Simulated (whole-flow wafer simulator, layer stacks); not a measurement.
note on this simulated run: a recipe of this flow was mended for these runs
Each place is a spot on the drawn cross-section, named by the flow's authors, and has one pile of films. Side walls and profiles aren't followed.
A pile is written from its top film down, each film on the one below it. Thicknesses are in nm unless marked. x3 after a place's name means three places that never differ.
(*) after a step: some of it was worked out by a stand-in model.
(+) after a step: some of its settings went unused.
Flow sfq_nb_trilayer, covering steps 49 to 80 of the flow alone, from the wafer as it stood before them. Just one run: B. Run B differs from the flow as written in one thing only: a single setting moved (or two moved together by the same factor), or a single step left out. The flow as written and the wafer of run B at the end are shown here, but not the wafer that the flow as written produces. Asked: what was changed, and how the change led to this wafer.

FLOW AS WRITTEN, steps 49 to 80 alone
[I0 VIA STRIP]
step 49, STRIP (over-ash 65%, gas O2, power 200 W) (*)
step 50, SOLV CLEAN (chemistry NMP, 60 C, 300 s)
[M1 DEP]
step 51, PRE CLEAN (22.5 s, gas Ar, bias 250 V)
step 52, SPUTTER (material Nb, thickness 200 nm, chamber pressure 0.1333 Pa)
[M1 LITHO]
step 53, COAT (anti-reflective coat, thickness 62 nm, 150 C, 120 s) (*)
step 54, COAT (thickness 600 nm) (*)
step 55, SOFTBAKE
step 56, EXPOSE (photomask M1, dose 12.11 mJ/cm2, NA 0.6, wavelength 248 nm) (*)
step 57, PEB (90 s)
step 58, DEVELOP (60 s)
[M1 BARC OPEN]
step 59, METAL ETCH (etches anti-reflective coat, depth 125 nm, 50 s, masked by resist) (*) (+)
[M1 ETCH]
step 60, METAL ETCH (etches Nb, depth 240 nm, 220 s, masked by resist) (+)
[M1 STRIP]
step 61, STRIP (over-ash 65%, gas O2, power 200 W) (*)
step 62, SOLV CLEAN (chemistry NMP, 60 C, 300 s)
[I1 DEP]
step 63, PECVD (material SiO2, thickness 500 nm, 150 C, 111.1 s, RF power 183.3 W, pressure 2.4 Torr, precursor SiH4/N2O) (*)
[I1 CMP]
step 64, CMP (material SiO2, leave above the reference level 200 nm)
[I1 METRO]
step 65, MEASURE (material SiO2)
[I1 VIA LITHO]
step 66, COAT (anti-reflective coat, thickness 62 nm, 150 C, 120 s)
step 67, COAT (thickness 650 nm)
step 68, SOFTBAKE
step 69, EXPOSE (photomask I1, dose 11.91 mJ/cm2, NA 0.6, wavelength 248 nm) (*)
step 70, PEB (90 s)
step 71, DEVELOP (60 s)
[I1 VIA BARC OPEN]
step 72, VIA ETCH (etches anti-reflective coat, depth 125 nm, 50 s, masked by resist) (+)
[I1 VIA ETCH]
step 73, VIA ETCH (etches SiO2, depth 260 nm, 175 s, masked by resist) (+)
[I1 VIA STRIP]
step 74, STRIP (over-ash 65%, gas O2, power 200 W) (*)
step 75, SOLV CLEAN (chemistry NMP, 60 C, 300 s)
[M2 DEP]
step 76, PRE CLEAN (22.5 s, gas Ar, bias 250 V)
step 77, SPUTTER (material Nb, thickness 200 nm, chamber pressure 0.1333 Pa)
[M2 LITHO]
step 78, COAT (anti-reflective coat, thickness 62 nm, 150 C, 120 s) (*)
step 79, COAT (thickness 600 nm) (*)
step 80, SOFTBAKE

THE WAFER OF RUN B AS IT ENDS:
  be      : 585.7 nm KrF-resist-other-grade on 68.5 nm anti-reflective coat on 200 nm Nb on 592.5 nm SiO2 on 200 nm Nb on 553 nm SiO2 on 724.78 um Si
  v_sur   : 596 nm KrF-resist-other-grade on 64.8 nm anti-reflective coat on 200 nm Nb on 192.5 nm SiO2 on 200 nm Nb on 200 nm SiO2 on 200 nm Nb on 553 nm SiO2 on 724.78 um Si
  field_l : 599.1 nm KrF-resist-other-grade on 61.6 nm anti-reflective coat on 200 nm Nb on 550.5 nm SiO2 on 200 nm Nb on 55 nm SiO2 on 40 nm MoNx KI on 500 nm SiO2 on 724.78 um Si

Cause: step 51, PRE CLEAN: 22.5 s, gas Ar, bias 250 V, was skipped.

The path from the change to this, step by step:
  step 53, COAT (anti-reflective coat, thickness 62 nm, 150 C, 120 s) (*)
      via_wr: +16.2 anti-reflective coat (new film) (as written it would have been: +17 anti-reflective coat (new film))
  step 61, STRIP (over-ash 65%, gas O2, power 200 W) (*)
      via_wr: -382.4 KrF-resist-other-grade (all of it), -16.2 anti-reflective coat (all of it) (as written it would have been: -381.9 KrF-resist-other-grade (all of it), -17 anti-reflective coat (all of it))
